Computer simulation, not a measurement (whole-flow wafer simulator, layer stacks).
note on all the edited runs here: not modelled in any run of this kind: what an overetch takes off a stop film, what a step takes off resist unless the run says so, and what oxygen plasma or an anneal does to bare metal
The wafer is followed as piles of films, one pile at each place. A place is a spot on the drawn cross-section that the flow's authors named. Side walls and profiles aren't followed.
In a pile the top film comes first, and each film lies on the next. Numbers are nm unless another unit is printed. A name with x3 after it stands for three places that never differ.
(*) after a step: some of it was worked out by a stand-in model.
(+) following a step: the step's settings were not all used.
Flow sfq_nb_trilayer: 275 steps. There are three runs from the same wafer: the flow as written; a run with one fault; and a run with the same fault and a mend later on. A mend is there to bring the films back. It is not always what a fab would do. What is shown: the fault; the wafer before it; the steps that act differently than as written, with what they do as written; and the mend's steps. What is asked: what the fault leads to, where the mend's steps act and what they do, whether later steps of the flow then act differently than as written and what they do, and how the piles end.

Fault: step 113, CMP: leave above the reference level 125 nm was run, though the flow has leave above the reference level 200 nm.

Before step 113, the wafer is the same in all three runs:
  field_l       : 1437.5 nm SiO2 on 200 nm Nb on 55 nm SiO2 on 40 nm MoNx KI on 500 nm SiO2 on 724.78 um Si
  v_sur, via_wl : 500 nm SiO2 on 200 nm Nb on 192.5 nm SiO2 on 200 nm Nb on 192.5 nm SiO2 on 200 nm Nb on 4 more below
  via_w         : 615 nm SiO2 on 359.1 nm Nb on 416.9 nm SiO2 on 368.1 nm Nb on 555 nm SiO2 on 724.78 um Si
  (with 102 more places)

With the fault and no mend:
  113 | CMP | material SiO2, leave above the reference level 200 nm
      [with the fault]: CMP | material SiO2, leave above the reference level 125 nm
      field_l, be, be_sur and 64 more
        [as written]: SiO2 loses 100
        [with the fault]: SiO2 loses 175
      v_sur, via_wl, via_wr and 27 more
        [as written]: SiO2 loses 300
        [with the fault]: SiO2 loses 375
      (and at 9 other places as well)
  Later steps of the flow acting differently than as written (5 more steps, not shown, differ only slightly: by at most 2% or 0.5 nm, whichever is larger):
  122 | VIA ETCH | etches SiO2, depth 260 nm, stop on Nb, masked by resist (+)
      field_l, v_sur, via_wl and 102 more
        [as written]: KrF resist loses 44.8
        [with the fault]: KrF resist loses 32.3
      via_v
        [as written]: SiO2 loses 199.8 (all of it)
        [with the fault]: SiO2 loses 124.8 (all of it)
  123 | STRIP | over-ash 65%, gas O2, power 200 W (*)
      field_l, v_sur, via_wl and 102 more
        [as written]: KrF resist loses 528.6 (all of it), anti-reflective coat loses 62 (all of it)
        [with the fault]: KrF resist loses 541.1 (all of it), anti-reflective coat loses 62 (all of it)
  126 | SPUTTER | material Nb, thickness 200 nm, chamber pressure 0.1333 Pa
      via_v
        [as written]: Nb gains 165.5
        [with the fault]: Nb gains 182.1
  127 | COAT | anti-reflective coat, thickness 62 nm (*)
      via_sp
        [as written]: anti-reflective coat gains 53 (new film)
        [with the fault]: anti-reflective coat gains 54.5 (new film)
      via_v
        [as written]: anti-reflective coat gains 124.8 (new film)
        [with the fault]: anti-reflective coat gains 107.6 (new film)
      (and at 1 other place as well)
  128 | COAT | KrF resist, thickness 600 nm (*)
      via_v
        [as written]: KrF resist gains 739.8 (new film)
        [with the fault]: KrF resist gains 677.6 (new film)
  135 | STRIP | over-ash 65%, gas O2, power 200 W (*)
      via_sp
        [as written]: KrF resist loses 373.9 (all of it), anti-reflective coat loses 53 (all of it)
        [with the fault]: KrF resist loses 379 (all of it), anti-reflective coat loses 54.5 (all of it)
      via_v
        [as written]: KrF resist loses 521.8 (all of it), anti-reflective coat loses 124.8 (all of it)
        [with the fault]: KrF resist loses 459.8 (all of it), anti-reflective coat loses 107.6 (all of it)
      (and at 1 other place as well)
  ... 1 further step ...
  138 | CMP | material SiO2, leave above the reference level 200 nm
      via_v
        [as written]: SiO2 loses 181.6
        [with the fault]: SiO2 loses 158.2
  By the end, the piles at field_l, v_sur, via_wl and 103 more depart from the flow's by more than 2% or 0.5 nm, whichever is larger.
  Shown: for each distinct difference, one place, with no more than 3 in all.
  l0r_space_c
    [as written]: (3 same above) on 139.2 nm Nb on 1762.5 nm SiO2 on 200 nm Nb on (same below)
    [with the fault]: (3 same above) on 139.2 nm Nb on 1687.5 nm SiO2 on 200 nm Nb on (same below)
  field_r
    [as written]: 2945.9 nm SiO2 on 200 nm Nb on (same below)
    [with the fault]: 2870.9 nm SiO2 on 200 nm Nb on (same below)
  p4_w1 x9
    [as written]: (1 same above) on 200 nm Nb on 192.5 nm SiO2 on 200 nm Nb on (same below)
    [with the fault]: (1 same above) on 200 nm Nb on 117.5 nm SiO2 on 200 nm Nb on (same below)

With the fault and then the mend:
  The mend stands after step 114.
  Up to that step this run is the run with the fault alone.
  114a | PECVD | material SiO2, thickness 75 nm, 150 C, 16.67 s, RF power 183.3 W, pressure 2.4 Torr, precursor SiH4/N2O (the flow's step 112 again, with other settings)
      field_l, v_sur, via_wl and 103 more
        SiO2 gains 75
  Later steps of the flow that are run all act as written at every place that is followed, up to a difference of at most 2% or 0.5 nm, whichever is larger.
  The piles end the same as the flow's at every place that both follow.
